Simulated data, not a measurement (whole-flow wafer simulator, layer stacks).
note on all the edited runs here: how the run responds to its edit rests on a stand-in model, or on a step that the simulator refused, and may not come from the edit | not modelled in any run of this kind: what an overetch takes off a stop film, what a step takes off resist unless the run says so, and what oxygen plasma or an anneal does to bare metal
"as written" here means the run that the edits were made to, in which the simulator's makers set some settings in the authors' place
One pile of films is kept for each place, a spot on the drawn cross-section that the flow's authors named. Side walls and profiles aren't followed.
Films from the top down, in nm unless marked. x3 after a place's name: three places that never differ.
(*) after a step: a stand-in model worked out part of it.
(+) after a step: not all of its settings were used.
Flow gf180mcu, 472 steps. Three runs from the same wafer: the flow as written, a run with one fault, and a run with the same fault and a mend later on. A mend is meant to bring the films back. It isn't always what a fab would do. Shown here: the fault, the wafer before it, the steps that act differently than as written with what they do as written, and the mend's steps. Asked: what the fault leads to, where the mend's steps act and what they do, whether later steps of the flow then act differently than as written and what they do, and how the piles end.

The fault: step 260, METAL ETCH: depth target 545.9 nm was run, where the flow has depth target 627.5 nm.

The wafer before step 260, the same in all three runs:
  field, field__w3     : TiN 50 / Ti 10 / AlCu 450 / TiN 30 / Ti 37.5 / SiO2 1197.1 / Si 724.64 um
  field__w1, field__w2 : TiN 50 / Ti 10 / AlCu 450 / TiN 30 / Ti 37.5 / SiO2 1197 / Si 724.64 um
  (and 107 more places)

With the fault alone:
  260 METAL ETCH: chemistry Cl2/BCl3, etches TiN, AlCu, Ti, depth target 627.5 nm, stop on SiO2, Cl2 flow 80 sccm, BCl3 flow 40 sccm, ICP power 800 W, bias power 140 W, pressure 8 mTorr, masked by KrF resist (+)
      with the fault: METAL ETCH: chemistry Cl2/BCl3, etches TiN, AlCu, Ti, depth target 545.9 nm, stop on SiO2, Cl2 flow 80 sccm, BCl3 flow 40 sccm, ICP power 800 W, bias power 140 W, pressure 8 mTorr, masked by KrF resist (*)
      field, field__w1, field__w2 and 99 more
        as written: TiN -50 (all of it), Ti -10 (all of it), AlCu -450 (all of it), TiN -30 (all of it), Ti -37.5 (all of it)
        with the fault: TiN -50 (all of it), Ti -10 (all of it), AlCu -450 (all of it), TiN -30 (all of it), Ti -5.9
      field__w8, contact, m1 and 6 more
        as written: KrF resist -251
        with the fault: KrF resist -218.4
  Later steps of the flow that act differently than as written:
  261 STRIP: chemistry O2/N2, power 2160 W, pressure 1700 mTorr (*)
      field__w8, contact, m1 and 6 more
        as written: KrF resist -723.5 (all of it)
        with the fault: KrF resist -756.2 (all of it)
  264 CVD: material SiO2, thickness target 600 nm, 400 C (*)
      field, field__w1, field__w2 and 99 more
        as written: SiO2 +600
        with the fault: SiO2 +600 (new film)
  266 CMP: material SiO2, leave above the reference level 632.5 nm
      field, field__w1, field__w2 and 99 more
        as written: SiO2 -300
        with the fault: SiO2 -331.6
  At the end the piles differ from the flow's by more than 2% or 0.5 nm, whichever is larger, at field, field__w1, field__w2 and 100 more.
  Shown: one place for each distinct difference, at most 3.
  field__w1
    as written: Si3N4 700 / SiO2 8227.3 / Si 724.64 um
    with the fault: Si3N4 700 / SiO2 6998.6 / Ti 31.6 / SiO2 1197 / Si 724.64 um
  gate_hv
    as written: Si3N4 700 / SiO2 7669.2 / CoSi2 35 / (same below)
    with the fault: Si3N4 700 / SiO2 6998.6 / Ti 31.6 / SiO2 638.9 / CoSi2 35 / (same below)
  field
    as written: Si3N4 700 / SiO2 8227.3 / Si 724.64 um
    with the fault: Si3N4 700 / SiO2 6998.6 / Ti 31.6 / SiO2 1197.1 / Si 724.64 um

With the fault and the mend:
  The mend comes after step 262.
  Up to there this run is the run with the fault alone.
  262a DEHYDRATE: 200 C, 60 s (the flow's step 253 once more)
      changes no film at any place that is followed
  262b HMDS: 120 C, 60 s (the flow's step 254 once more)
      changes no film at any place that is followed
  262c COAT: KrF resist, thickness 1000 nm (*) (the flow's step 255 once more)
      iso_ptap_pw, iso_ntap_nw, iso_nw_fld and 33 more
        KrF resist +1000 (new film)
      field__w7, field__w11, field__w13 and 10 more
        KrF resist +1003.5 (new film)
      field_sub__w4, ld_sd_p, ld_gate_p, ld_acc_p, ld_fp_p, ld_drift_p, ld_drn_p, ld_body_p_dnw
        KrF resist +1003.1 (new film)
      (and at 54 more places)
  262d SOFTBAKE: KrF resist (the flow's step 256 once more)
      changes no film at any place that is followed
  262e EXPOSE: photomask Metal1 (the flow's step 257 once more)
      changes no film at any place that is followed
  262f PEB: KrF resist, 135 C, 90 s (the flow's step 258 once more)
      field__w1, field__w2, field__w3 and 55 more
        KrF resist -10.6
      iso_ptap_pw, iso_ntap_nw, iso_nw_fld and 33 more
        KrF resist -10.5
      gate_hv, sd_p, nw_enc_fld_lv__w3
        KrF resist -10.7
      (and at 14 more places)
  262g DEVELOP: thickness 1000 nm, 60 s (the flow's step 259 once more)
      iso_ptap_pw, iso_ntap_nw, iso_nw_fld and 33 more
        KrF resist -989.5 (all of it)
      field__w11, field__w13, p_well and 8 more
        KrF resist -992.9 (all of it)
      field__w2, field__w3, field__w7 and 6 more
        KrF resist -993 (all of it)
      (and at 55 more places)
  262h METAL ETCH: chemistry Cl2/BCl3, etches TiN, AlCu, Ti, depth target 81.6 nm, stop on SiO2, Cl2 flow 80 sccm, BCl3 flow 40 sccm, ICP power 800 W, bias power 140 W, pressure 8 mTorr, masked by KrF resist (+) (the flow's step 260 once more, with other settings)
      field, field__w1, field__w2 and 99 more
        Ti -31.6 (all of it)
      field__w8, contact, m1 and 6 more
        KrF resist -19
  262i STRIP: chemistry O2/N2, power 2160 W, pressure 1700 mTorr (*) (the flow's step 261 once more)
      field__w8
        KrF resist -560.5 (all of it)
      contact
        KrF resist -558.4 (all of it)
      m1
        KrF resist -561.8 (all of it)
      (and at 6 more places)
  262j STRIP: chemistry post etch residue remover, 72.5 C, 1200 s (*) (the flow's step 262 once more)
      field__w8, contact, m1 and 6 more
        TiN -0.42
  No later step of the flow acts differently than as written, at any place that is followed, by more than 2% or 0.5 nm, whichever is larger.
  At the end the piles differ from the flow's only slightly at the places that both follow, by at most 2% or 0.5 nm, whichever is larger.
